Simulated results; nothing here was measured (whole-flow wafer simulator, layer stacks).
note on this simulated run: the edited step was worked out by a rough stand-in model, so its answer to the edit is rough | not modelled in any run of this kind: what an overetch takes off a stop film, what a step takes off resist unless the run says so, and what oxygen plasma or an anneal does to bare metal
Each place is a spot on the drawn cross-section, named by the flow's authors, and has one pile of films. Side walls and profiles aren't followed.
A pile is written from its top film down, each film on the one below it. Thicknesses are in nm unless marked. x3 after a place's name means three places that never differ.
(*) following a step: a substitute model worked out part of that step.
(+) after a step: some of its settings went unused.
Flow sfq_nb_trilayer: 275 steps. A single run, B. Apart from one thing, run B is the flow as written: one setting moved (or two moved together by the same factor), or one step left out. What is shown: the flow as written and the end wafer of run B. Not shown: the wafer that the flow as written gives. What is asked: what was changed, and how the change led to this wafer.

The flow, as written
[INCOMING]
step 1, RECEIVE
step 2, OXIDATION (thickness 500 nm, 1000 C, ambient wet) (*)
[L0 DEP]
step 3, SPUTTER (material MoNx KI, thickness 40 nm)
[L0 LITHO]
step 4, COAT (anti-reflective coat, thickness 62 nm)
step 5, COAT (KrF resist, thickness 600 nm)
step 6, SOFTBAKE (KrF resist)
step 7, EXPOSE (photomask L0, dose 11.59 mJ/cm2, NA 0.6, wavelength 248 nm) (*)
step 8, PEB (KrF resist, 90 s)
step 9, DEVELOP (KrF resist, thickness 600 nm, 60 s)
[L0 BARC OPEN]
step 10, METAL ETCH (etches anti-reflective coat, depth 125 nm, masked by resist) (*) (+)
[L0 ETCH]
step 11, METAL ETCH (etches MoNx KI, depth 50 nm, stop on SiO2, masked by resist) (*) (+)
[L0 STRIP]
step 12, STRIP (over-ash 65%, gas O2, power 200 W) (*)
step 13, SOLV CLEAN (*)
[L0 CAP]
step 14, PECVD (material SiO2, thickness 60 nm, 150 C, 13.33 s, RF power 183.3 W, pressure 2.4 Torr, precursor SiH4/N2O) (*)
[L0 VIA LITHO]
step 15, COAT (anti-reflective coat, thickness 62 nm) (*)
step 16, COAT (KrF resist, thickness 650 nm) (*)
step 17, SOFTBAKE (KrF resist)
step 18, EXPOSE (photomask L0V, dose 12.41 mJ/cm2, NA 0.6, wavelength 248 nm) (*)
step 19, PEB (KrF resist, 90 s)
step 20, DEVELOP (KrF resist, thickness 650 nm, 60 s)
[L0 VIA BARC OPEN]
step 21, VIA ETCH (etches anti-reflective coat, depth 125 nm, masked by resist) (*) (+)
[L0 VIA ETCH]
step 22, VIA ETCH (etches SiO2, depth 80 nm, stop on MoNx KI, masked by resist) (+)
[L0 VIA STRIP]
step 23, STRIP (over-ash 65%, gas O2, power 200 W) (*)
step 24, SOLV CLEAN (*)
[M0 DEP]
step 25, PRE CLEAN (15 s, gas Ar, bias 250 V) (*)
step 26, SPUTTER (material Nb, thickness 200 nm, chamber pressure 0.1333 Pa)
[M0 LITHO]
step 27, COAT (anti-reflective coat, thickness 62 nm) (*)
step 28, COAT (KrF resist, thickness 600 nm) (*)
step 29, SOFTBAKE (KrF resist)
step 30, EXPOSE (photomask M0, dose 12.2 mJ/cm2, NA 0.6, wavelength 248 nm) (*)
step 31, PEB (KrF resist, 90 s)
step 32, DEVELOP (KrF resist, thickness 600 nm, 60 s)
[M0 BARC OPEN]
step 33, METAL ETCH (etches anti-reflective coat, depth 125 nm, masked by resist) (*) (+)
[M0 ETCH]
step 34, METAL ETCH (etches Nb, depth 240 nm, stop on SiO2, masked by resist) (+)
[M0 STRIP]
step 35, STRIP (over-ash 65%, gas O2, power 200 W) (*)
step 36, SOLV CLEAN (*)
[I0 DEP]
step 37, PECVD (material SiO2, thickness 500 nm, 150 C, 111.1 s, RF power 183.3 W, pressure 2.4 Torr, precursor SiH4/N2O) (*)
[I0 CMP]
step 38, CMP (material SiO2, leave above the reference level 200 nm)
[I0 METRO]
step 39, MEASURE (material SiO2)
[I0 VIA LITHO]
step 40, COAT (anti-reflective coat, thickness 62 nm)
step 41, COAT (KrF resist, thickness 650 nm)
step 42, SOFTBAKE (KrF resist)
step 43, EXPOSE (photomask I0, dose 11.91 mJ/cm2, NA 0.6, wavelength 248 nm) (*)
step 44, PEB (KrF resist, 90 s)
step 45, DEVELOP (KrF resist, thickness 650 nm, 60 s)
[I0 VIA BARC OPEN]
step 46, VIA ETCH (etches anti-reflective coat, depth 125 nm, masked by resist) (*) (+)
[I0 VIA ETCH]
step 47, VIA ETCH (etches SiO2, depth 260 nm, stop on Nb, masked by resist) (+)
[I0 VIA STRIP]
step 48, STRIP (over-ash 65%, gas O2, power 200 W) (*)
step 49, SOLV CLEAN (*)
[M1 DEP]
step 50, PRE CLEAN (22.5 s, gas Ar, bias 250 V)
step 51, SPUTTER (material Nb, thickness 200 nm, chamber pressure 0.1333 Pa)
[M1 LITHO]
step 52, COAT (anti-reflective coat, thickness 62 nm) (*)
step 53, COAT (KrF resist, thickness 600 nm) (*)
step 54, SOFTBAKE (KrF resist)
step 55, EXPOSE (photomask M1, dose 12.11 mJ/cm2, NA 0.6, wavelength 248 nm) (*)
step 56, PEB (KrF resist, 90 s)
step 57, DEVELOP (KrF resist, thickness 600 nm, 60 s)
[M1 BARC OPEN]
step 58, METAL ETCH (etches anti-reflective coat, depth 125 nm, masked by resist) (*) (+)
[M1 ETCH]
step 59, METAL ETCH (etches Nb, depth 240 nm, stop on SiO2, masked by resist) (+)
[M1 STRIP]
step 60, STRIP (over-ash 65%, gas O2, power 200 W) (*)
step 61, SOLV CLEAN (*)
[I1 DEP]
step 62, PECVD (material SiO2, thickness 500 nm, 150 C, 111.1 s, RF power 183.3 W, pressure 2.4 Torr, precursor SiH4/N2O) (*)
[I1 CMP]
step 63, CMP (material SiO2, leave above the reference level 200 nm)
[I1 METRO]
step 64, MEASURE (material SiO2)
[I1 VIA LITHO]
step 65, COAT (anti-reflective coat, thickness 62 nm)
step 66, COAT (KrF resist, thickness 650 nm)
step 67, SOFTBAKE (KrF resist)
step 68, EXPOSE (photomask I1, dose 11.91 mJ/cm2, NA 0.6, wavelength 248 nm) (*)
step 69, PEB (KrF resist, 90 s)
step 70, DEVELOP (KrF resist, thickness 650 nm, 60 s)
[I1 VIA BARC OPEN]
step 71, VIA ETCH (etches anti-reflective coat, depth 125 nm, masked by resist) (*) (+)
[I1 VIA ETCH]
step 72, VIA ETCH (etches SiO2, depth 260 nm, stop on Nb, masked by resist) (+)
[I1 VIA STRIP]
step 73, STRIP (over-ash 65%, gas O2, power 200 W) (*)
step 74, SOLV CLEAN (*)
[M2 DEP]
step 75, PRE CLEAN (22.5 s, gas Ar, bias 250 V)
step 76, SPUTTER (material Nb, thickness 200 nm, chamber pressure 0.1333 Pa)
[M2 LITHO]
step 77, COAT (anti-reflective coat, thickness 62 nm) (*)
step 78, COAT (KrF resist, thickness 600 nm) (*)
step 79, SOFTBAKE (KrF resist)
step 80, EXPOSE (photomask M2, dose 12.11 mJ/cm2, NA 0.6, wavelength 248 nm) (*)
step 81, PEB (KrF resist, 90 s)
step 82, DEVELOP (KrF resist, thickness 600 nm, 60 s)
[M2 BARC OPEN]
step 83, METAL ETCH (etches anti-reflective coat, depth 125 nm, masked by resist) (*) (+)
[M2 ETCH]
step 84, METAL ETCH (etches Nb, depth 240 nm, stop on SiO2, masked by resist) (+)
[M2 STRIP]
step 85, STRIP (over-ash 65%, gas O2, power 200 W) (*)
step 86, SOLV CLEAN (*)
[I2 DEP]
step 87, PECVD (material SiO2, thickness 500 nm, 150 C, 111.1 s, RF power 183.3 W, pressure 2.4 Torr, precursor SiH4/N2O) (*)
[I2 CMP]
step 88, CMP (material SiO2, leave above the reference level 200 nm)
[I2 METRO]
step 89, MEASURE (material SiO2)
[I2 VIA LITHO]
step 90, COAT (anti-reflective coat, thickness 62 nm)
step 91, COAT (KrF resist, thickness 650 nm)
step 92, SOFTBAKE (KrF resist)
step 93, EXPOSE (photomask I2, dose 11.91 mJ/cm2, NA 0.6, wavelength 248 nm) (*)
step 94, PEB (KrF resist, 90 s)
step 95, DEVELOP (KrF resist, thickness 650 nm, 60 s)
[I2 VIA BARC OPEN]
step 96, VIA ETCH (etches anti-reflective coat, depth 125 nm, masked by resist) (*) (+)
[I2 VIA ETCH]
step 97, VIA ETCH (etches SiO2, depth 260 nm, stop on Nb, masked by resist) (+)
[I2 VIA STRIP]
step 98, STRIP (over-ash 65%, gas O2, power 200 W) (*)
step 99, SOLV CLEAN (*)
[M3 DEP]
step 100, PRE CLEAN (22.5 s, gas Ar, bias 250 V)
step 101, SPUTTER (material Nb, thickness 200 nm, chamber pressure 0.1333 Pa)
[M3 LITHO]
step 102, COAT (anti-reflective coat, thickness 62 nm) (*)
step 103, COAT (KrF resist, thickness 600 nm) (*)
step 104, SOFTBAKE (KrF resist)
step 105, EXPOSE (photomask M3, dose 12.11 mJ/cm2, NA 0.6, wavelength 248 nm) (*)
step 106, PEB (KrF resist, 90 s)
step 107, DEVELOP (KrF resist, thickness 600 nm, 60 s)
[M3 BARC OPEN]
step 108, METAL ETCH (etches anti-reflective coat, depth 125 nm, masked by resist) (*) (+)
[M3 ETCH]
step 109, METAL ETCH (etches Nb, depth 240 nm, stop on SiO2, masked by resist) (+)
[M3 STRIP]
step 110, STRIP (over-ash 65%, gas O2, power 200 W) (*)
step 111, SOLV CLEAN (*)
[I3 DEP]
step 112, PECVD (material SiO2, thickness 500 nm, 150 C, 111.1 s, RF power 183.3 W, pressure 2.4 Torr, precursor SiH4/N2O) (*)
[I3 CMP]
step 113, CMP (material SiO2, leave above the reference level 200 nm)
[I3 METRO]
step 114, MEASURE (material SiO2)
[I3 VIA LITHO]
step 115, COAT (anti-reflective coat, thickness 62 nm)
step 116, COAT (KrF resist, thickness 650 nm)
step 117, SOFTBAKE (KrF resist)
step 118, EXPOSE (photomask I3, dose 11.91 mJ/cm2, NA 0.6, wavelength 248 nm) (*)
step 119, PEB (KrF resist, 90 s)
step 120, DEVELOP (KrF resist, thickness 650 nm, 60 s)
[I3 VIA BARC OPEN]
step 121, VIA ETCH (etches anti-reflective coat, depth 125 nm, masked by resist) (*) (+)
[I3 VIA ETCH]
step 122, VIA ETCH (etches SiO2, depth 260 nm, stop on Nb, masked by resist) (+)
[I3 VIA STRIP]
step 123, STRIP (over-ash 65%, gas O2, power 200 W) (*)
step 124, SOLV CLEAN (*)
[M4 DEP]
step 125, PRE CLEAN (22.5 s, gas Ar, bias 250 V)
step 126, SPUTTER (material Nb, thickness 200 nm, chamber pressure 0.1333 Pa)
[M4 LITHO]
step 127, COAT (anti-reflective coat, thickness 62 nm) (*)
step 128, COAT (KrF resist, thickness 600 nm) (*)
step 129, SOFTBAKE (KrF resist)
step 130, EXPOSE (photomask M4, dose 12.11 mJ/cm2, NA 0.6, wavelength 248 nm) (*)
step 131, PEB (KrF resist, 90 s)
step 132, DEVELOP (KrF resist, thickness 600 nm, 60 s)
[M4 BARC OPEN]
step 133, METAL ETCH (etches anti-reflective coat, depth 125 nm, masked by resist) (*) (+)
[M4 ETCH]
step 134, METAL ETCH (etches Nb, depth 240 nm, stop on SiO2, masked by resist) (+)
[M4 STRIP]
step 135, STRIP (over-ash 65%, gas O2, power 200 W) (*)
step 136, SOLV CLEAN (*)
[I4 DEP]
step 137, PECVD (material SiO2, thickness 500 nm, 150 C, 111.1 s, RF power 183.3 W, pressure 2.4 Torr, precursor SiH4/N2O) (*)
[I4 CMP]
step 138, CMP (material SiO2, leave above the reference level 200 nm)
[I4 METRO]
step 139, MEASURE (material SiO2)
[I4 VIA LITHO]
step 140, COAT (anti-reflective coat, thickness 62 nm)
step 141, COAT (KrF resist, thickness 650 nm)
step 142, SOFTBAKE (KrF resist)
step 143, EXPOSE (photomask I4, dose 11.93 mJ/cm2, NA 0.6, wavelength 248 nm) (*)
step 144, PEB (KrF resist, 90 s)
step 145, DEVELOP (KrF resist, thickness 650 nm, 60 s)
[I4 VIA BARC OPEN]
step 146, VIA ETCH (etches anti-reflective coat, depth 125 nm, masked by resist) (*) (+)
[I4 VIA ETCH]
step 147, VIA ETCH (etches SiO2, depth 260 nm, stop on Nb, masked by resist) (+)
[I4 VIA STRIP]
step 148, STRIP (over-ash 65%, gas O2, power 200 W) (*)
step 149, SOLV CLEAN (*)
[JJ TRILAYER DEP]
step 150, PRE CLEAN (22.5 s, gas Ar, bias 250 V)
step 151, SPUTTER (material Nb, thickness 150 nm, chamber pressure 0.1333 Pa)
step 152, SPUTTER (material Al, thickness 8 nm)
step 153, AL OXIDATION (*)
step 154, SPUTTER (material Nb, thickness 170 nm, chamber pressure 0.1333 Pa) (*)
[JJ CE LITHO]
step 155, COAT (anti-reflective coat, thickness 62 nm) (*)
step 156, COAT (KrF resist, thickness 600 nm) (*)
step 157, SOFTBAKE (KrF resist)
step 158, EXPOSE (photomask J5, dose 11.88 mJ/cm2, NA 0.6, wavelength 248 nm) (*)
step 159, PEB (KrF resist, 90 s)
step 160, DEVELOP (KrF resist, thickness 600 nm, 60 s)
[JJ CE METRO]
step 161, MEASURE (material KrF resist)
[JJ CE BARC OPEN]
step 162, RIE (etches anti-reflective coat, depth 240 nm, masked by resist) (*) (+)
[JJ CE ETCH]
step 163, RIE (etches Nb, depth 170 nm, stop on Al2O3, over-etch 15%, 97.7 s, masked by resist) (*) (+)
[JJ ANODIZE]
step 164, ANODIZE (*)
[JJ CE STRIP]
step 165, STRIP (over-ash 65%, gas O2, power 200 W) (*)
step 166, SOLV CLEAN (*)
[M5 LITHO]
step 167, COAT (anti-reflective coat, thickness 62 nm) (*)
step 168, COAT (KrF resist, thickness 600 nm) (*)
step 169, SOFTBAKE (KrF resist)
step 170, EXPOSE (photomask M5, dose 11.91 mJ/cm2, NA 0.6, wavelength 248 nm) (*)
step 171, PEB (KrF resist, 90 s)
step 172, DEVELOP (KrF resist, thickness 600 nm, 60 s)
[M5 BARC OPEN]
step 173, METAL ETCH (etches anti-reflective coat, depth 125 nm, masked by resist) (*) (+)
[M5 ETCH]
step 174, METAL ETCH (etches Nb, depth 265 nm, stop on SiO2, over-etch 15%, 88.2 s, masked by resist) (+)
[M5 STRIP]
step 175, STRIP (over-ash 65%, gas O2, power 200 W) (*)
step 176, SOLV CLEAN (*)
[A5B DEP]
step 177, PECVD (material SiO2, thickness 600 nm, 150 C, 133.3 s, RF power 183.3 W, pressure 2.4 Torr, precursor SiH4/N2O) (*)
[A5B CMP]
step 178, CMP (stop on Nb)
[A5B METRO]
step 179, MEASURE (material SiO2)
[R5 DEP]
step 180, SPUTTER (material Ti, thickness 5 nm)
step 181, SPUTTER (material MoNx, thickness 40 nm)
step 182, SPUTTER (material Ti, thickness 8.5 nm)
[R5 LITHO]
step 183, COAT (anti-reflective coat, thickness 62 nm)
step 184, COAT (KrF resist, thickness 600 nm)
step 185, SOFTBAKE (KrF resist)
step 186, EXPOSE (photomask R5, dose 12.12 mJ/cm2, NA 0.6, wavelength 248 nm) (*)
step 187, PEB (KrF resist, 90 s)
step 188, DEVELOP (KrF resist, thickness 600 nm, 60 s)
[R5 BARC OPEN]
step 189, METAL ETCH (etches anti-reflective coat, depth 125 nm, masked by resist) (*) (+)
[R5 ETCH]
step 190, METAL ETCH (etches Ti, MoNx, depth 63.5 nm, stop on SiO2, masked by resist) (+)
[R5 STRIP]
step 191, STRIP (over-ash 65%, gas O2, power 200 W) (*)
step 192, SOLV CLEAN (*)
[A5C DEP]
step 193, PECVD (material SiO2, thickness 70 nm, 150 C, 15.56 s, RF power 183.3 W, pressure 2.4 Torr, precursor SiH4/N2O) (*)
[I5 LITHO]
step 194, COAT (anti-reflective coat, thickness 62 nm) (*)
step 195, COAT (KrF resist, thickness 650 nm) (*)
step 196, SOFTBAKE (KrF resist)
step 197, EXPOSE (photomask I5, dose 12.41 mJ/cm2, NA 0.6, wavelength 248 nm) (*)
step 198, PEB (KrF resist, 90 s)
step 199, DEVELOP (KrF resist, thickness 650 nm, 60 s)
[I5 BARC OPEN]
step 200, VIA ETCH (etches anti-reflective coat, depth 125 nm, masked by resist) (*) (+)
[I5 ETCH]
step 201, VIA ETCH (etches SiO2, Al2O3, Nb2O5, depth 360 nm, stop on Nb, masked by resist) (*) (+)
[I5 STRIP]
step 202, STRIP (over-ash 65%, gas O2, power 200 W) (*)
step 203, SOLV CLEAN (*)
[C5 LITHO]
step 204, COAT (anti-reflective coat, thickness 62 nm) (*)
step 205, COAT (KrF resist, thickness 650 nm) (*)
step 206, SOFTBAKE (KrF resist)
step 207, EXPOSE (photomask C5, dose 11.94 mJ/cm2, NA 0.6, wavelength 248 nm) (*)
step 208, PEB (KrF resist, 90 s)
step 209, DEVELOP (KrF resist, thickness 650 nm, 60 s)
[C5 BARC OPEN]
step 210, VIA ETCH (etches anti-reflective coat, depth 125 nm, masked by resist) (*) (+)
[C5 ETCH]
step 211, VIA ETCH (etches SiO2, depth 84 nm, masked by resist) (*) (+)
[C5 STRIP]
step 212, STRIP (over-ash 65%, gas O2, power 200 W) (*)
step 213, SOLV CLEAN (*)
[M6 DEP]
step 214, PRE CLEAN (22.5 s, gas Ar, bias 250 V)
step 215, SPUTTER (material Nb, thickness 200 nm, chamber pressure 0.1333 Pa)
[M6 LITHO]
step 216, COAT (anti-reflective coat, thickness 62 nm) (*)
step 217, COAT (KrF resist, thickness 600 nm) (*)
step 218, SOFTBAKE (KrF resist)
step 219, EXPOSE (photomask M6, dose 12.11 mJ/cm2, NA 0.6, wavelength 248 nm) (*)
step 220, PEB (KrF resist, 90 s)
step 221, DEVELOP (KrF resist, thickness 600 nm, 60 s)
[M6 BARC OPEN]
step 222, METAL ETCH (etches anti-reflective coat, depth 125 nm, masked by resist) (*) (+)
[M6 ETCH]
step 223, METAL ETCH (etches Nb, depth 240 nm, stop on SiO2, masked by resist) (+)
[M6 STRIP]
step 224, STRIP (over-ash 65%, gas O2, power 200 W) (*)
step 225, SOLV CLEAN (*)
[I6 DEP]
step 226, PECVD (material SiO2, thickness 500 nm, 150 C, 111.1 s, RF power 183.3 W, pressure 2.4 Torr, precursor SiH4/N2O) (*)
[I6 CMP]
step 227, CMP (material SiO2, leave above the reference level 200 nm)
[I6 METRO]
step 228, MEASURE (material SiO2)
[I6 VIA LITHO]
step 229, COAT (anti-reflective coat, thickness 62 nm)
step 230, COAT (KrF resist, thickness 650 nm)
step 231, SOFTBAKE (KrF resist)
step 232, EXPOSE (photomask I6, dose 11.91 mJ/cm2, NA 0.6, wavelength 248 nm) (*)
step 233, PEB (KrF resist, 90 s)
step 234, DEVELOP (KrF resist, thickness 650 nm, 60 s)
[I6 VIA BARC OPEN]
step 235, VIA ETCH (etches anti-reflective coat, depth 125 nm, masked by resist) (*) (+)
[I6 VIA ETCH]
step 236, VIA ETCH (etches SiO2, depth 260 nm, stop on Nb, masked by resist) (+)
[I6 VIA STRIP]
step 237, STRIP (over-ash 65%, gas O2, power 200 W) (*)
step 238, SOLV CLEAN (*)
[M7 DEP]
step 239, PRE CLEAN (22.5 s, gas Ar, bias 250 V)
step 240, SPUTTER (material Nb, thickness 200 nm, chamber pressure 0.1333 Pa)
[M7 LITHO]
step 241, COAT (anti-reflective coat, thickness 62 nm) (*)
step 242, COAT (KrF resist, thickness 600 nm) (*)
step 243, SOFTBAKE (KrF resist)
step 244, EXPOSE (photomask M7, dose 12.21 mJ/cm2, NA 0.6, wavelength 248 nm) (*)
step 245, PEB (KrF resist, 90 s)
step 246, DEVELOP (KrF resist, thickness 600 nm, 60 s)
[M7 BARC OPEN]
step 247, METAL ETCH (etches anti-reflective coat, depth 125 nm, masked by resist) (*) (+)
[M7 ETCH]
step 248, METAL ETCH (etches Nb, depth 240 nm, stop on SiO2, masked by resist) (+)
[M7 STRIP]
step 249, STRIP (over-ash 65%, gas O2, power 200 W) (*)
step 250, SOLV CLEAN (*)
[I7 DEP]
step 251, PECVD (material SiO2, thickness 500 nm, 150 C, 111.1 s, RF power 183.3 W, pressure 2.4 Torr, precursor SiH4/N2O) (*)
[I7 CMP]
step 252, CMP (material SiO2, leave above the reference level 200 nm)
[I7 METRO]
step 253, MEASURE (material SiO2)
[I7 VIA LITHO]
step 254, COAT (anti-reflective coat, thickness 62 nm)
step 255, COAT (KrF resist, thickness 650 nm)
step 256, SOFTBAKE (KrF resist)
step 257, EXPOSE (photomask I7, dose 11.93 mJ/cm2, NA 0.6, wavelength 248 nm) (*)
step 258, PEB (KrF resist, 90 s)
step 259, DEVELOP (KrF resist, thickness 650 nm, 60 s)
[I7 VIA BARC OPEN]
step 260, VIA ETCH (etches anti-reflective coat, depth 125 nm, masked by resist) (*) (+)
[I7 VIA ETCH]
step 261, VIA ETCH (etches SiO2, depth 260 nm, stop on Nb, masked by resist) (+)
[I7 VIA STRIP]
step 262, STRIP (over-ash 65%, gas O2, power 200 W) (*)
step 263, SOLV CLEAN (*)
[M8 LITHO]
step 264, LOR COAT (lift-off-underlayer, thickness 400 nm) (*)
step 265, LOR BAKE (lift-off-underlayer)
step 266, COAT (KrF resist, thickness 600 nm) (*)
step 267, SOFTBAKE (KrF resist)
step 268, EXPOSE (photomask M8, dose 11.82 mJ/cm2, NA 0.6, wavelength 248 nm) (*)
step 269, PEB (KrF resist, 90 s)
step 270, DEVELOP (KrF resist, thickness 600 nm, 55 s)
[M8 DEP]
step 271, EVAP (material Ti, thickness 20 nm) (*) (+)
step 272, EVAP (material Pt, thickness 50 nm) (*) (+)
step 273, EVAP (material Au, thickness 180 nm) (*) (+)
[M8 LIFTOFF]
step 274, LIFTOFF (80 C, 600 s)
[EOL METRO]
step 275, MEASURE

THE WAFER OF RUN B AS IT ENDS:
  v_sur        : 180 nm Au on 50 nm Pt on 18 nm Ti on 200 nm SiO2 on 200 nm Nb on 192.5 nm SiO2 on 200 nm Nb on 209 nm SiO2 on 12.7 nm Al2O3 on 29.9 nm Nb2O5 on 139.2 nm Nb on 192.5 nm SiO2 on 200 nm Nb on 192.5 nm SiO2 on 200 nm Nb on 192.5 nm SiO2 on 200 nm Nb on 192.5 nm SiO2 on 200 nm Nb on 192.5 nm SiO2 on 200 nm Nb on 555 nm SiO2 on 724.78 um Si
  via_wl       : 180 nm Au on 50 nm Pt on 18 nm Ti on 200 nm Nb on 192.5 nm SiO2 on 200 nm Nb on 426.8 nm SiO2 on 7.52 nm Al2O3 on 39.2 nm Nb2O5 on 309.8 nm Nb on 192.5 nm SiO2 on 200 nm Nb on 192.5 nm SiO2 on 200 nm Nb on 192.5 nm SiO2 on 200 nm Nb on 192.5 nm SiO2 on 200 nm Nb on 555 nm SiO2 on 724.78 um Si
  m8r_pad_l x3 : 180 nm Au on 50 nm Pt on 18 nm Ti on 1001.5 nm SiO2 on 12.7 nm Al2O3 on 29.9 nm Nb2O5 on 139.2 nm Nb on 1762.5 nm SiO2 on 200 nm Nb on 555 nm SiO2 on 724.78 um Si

Cause: step 271, EVAP: thickness 18 nm was run, while the flow as written has thickness 20 nm.
The wafer lets one read it off: v_sur has Ti 18, and step 271 as written asks for 20 nm.

How this came from the change, step by step:
  step 271, EVAP (material Ti, thickness 20 nm) (*) (+)
      field_l, v_sur, via_wl and 103 more: Ti gains 18 (new film) (it would be, as written: Ti gains 20 (new film))
  step 274, LIFTOFF (80 C, 600 s)
      p4_fl x3, p4_w1 x9, p4_g1 x2 and 60 more: Au loses 180 (all of it), Pt loses 50 (all of it), Ti loses 18 (all of it), KrF resist loses 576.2 (all of it), lift-off-underlayer loses 400 (all of it) (it would be, as written: Au loses 180 (all of it), Pt loses 50 (all of it), Ti loses 20 (all of it), KrF resist loses 576.2 (all of it), lift-off-underlayer loses 400 (all of it))
      c5j, ce_r: Au loses 180 (all of it), Pt loses 50 (all of it), Ti loses 18 (all of it), KrF resist loses 573.3 (all of it), lift-off-underlayer loses 399.3 (all of it) (it would be, as written: Au loses 180 (all of it), Pt loses 50 (all of it), Ti loses 20 (all of it), KrF resist loses 573.3 (all of it), lift-off-underlayer loses 399.3 (all of it))
      (also at 19 further places)
